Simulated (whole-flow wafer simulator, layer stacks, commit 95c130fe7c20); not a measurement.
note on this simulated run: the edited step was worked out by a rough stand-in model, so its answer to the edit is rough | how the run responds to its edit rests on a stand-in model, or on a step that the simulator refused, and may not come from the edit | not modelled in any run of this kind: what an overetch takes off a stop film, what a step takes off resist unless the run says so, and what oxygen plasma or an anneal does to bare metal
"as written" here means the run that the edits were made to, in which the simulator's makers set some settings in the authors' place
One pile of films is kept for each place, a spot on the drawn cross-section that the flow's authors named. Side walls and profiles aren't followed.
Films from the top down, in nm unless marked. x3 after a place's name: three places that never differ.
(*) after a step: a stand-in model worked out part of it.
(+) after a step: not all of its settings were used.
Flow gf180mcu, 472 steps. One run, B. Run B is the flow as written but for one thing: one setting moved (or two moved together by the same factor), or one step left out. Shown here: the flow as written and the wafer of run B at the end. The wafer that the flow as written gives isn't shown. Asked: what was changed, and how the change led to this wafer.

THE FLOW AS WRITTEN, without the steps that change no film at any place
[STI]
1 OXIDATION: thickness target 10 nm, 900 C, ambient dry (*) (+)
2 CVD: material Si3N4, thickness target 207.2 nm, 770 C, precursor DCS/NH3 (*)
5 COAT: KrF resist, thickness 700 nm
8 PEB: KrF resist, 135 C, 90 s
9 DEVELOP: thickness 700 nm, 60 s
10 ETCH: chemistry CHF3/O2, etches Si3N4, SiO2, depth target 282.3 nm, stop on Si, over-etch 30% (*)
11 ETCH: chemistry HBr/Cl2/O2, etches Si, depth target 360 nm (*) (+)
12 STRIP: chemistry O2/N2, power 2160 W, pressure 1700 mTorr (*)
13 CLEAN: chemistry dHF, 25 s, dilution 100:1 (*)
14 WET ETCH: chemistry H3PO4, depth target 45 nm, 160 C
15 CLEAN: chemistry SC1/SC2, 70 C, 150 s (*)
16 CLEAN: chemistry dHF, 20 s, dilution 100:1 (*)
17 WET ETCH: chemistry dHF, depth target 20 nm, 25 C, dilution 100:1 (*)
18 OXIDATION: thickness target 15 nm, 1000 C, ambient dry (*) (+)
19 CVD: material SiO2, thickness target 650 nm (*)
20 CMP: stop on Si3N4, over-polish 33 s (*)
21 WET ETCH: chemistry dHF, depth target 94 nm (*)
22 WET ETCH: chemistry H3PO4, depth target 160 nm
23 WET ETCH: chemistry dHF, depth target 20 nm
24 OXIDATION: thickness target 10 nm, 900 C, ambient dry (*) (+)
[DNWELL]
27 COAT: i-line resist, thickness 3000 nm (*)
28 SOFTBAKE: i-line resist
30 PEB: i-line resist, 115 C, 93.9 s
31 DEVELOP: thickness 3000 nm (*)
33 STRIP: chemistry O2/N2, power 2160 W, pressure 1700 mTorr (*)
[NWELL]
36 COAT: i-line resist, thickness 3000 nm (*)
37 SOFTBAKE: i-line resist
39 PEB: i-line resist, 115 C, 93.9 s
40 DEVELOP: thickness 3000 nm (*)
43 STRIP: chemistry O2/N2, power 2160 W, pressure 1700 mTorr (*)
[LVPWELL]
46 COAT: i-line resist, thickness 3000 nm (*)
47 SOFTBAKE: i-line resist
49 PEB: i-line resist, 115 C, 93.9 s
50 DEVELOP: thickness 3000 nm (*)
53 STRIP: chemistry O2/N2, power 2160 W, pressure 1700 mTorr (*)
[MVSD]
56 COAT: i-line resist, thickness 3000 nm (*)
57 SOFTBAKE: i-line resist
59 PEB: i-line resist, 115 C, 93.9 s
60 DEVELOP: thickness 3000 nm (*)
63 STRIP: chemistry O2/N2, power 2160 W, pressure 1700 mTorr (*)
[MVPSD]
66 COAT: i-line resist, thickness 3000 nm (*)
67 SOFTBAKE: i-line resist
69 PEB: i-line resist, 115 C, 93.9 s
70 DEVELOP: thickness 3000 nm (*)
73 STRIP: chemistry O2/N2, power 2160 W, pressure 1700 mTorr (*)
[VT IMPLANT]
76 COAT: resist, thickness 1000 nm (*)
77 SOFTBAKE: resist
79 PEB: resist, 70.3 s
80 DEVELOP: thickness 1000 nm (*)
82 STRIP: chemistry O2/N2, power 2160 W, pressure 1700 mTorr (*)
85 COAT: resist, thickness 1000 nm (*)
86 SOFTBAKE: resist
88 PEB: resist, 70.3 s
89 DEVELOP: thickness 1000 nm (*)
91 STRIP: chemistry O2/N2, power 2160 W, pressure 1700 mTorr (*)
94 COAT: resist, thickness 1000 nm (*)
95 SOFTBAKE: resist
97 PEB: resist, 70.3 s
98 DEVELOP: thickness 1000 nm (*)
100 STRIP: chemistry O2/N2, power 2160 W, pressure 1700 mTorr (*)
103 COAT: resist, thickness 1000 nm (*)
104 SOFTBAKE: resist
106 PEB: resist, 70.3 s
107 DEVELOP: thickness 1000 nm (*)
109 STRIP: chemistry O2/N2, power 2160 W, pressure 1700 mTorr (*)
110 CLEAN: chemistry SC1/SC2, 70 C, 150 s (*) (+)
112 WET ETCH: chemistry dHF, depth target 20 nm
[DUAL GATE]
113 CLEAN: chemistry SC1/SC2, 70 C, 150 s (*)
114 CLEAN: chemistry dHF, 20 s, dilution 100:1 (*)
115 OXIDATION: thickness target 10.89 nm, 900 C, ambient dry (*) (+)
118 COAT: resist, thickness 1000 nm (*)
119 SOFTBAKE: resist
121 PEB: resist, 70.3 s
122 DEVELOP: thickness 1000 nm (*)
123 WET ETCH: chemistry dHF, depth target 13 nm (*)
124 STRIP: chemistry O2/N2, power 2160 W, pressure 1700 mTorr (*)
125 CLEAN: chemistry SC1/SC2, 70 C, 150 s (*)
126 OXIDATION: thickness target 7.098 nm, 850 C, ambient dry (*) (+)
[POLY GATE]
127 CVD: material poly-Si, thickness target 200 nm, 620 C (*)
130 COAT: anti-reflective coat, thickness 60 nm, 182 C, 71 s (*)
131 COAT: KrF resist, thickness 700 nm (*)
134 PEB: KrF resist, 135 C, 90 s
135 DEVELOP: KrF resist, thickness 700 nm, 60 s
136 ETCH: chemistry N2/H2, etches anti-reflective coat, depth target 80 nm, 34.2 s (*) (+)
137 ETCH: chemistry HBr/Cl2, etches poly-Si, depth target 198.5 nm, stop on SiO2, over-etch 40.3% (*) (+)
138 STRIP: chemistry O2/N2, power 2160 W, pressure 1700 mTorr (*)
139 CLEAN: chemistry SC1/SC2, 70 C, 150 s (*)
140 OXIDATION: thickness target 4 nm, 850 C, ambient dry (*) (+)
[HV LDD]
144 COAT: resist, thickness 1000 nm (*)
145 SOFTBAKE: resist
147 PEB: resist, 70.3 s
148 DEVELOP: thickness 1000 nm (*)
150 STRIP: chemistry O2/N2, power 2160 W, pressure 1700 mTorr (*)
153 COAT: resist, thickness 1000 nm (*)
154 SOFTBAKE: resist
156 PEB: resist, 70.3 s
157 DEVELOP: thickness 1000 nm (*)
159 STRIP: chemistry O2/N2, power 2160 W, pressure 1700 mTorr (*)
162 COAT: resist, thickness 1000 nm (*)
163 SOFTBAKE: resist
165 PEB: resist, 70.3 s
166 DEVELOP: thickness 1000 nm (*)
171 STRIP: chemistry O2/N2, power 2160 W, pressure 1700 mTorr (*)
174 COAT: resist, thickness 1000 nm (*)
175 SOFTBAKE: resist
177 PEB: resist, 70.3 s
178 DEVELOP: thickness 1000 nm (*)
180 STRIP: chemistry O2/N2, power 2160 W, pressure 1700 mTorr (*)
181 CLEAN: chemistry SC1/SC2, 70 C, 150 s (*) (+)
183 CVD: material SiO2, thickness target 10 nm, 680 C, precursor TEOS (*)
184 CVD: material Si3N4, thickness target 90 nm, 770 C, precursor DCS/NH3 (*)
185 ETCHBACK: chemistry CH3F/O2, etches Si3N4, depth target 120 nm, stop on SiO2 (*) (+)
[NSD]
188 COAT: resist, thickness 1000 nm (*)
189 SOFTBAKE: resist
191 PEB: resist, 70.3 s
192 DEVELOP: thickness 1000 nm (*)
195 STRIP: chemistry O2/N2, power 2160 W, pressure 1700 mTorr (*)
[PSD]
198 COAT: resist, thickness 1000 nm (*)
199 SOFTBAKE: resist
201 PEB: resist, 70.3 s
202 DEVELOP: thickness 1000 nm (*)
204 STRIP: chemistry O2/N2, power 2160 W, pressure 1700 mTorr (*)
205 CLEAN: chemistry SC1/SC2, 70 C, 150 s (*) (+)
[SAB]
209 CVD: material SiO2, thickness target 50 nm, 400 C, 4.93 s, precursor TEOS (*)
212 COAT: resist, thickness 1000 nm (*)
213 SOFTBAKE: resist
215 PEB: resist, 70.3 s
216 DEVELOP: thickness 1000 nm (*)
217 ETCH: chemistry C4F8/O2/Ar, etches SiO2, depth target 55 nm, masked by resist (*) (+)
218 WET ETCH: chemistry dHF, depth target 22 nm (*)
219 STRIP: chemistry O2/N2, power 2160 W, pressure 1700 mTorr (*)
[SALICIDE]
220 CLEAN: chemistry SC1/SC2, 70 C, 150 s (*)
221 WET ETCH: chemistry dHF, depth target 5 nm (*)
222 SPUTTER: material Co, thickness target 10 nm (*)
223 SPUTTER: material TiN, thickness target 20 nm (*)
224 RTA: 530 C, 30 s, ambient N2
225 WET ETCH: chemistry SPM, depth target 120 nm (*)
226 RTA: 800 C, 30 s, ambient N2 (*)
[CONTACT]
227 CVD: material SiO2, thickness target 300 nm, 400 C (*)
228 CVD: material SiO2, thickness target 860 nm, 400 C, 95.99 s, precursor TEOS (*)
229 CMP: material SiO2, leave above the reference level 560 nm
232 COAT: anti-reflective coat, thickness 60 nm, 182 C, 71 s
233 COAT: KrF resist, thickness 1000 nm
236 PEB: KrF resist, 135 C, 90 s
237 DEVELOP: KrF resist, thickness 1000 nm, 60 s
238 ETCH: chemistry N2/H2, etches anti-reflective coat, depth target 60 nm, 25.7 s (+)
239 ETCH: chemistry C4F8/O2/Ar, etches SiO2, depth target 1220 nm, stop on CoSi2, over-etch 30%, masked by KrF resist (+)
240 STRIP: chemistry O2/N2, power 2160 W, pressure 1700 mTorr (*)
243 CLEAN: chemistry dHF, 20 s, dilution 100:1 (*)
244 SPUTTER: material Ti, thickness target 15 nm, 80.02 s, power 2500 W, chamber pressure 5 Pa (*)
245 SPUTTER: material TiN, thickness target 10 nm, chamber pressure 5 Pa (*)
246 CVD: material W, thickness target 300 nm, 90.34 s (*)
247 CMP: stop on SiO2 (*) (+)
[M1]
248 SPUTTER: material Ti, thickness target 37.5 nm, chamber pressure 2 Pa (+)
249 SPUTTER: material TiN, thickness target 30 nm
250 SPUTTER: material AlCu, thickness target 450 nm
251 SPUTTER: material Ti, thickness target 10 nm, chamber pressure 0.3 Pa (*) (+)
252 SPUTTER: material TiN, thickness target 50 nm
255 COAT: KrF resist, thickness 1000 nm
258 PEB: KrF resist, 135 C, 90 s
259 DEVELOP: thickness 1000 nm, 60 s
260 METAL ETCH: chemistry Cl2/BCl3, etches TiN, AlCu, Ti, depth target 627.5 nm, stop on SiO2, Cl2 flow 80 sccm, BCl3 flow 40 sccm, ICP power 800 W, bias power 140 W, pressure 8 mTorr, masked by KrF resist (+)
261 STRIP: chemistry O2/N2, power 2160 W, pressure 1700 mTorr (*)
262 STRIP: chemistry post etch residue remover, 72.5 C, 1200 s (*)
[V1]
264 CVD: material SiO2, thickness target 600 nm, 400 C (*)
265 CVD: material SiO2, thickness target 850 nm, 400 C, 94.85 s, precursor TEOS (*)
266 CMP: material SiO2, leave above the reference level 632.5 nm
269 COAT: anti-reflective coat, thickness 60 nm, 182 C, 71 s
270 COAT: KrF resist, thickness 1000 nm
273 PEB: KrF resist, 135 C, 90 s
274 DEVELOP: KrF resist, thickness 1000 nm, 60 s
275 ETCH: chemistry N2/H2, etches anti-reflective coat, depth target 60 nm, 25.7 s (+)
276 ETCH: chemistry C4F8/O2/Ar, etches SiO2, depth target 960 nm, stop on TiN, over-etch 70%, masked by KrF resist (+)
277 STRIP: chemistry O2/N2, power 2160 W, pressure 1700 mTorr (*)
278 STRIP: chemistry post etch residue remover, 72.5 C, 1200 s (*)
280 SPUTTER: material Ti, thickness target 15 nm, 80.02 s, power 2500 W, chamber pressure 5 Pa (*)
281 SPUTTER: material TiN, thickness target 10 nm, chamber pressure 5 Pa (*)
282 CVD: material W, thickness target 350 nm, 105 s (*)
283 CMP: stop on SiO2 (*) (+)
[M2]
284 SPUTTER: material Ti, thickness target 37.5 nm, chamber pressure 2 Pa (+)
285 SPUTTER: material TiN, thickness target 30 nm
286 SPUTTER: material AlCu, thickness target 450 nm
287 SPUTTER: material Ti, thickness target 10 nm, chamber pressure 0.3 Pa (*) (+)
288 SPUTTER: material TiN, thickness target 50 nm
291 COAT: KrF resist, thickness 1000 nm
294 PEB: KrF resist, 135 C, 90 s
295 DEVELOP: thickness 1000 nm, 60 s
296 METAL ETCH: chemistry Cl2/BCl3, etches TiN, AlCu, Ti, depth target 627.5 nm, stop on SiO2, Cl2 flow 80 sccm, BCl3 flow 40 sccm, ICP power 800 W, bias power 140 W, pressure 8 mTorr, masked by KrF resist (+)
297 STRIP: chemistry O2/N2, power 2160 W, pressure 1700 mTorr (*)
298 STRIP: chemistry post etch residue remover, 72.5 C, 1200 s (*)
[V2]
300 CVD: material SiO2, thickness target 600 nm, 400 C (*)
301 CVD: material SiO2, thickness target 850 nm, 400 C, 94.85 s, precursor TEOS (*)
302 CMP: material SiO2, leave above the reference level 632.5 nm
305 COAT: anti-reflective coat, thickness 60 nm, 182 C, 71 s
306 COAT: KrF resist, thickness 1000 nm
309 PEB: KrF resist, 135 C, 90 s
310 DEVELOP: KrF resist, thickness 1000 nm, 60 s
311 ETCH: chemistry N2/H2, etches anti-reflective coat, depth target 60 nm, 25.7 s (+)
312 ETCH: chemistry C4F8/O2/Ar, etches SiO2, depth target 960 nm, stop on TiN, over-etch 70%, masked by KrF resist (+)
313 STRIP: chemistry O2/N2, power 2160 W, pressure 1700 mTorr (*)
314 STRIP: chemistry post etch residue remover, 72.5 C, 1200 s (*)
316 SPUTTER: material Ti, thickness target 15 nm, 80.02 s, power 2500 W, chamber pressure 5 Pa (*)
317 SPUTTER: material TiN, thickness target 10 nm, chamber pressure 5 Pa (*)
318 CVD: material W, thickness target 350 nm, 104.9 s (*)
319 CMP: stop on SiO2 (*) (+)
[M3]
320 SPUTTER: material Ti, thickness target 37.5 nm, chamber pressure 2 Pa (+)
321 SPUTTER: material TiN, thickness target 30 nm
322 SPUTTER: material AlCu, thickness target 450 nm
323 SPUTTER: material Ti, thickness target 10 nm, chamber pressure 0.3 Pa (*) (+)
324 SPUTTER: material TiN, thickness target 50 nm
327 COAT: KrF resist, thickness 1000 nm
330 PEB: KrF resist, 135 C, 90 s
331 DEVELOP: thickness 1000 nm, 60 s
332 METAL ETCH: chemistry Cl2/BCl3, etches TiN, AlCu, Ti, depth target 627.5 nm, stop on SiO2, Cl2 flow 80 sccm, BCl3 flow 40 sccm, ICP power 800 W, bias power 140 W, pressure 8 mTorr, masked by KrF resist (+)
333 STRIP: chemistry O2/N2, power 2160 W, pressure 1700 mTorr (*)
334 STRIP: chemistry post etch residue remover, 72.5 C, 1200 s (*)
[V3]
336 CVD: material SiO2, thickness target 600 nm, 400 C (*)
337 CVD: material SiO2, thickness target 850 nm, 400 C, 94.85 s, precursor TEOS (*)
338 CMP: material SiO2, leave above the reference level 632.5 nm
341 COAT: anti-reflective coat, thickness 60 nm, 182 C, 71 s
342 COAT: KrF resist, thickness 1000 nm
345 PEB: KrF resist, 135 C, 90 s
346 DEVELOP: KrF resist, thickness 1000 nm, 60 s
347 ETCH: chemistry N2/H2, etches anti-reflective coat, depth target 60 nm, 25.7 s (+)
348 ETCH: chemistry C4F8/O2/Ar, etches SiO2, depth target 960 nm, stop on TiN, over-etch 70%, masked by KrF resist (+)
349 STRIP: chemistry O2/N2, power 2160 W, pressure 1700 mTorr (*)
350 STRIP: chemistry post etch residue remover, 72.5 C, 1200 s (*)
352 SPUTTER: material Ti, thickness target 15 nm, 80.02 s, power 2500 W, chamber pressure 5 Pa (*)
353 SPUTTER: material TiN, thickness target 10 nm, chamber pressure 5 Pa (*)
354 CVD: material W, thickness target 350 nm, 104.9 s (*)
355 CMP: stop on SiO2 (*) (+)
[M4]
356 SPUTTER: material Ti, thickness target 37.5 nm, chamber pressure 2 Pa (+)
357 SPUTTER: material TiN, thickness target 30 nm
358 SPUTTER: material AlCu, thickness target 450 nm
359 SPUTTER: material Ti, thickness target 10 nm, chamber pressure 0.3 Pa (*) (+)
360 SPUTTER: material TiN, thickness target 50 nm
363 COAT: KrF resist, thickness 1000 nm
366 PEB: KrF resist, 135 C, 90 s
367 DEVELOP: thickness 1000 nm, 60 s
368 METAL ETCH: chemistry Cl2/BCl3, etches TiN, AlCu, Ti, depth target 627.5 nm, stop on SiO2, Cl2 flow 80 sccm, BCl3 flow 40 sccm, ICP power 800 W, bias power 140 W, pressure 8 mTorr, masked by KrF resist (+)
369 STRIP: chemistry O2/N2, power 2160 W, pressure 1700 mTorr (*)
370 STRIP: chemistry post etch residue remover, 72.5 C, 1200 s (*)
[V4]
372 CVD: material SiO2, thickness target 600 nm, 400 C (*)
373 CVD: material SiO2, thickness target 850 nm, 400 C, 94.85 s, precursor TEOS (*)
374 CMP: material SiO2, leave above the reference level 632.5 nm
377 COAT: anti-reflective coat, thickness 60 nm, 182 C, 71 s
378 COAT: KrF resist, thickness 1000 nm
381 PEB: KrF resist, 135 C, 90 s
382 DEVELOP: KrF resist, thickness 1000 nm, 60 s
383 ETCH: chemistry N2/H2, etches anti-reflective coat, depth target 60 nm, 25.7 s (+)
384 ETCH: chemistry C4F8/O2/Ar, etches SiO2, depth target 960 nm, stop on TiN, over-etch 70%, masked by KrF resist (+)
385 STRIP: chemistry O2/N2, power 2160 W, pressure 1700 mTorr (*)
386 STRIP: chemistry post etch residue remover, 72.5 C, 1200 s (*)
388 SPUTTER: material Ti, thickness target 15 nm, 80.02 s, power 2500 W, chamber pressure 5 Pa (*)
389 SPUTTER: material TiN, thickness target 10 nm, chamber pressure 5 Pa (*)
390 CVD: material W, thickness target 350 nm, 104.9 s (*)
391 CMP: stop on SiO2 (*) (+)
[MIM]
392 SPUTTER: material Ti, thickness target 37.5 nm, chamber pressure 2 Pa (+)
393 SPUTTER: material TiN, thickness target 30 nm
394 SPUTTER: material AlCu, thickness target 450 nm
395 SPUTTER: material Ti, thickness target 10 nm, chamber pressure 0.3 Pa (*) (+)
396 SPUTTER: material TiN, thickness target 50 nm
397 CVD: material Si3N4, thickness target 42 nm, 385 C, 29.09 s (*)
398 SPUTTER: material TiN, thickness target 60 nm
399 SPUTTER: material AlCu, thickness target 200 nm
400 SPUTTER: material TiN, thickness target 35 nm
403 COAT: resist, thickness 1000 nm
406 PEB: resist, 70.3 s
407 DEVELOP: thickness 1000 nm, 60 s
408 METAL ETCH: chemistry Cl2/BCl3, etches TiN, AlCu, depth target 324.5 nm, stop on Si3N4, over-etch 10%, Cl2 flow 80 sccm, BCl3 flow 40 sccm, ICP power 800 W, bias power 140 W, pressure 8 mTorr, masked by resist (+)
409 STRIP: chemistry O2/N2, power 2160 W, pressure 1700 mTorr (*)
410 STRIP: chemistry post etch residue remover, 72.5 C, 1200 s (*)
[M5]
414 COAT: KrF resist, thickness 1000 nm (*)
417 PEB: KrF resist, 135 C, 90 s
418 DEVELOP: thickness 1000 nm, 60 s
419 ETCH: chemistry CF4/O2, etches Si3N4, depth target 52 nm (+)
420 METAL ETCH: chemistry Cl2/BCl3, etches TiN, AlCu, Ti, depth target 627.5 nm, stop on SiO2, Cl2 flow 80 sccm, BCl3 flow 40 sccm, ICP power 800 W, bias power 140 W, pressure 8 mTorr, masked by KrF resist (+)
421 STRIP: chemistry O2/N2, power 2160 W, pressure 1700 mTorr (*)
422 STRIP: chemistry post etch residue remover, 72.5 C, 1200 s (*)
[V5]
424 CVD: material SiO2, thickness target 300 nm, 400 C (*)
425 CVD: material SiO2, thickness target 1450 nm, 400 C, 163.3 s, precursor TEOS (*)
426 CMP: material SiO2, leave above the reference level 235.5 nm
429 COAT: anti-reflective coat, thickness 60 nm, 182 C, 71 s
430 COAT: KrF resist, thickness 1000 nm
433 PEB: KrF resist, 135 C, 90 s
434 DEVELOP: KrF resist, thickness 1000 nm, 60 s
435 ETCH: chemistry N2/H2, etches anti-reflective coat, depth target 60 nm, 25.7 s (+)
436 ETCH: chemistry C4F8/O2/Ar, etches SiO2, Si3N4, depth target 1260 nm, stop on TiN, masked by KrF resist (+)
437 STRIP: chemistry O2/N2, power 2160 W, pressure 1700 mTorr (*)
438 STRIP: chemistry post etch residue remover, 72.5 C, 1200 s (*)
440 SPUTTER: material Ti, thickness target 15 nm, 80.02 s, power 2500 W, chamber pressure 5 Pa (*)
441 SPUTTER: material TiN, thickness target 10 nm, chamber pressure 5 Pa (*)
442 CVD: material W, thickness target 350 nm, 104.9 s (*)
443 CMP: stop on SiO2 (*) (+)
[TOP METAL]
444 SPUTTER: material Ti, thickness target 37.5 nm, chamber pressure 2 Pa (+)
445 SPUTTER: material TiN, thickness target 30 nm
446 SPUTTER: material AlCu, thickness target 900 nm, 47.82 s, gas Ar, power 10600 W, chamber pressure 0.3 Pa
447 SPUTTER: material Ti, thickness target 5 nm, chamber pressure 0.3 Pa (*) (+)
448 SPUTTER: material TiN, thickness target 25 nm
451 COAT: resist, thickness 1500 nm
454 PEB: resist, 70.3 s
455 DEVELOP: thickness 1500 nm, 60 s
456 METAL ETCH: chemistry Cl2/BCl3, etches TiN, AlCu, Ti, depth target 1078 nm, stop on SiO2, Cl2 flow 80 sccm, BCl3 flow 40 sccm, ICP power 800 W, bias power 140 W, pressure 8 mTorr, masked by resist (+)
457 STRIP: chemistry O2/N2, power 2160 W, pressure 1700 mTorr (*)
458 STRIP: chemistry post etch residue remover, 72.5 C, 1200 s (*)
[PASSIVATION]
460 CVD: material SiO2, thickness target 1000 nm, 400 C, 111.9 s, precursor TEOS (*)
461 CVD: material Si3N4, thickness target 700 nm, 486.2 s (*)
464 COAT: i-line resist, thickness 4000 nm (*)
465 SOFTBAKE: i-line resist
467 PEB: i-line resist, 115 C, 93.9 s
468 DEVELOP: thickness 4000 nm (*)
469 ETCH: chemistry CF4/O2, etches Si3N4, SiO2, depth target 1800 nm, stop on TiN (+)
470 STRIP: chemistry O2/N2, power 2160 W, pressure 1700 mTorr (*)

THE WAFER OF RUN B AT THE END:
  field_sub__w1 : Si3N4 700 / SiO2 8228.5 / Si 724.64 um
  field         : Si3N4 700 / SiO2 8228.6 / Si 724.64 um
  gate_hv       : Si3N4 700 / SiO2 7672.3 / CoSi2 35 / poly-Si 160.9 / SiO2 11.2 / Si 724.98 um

The cause: step 126, OXIDATION: thickness target 3.372 nm was run, where the flow has thickness target 7.098 nm.

How the change led to this, step by step:
  126 OXIDATION: thickness target 7.098 nm, 850 C, ambient dry (*) (+)
      field_sub__w1, field_sub__w3, field_sub__w4, field_sub__w5: nothing (as written it would be: SiO2 +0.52, Si -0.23)
      field_sub, field_sub__w2, m1: nothing (as written it would be: SiO2 +0.54, Si -0.24)
      (and at 45 more places)
  130 COAT: anti-reflective coat, thickness 60 nm, 182 C, 71 s (*)
      p_well, spacer, sd_n: anti-reflective coat +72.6 (new film) (as written it would be: anti-reflective coat +70.9 (new film))
      pplus_u: anti-reflective coat +68.5 (new film) (as written it would be: anti-reflective coat +67.1 (new film))
  136 ETCH: chemistry N2/H2, etches anti-reflective coat, depth target 80 nm, 34.2 s (*) (+)
      p_well, spacer, sd_n: anti-reflective coat -72.6 (all of it), poly-Si -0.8 (as written it would be: anti-reflective coat -70.9 (all of it), poly-Si -0.85)
      pplus_u: anti-reflective coat -68.5 (all of it), poly-Si -0.91 (as written it would be: anti-reflective coat -67.1 (all of it), poly-Si -0.95)
  145 SOFTBAKE: resist
      active_nat: resist +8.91 (as written it would be: resist +4.68)
  154 SOFTBAKE: resist
      active_nat: resist +8.91 (as written it would be: resist +4.68)
  163 SOFTBAKE: resist
      active_nat: resist +8.91 (as written it would be: resist +4.68)
  175 SOFTBAKE: resist
      active_nat: resist +8.91 (as written it would be: resist +4.68)
  189 SOFTBAKE: resist
      field__w9: resist -3.07 (as written it would be: resist +6.92)
      active_hv: resist -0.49 (as written it would be: resist +2.68)
      (and at 1 more place)
  199 SOFTBAKE: resist
      field__w9: resist -3.07 (as written it would be: resist +6.92)
      active_hv: resist -0.49 (as written it would be: resist +2.68)
      (and at 1 more place)
  218 WET ETCH: chemistry dHF, depth target 22 nm (*)
      active, p_well, sd_n, iso_ptap_pw, iso_ntap_nw, iso_ptap_sub, vpnp_e: SiO2 -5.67 (all of it) (as written it would be: SiO2 -9.01 (all of it))
      ldn_tap, ldn_src, ldn_drn, ldp_tap, ldp_src, ldp_drn, ldp_gr: SiO2 -13.1 (all of it) (as written it would be: SiO2 -16 (all of it))
      (and at 9 more places)
  223 SPUTTER: material TiN, thickness target 20 nm (*)
      field__w12: TiN +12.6 (new film) (as written it would be: TiN +12 (new film))
  225 WET ETCH: chemistry SPM, depth target 120 nm (*)
      field__w12: TiN -12.6 (all of it), Co -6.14 (all of it) (as written it would be: TiN -12 (all of it), Co -6.15 (all of it))
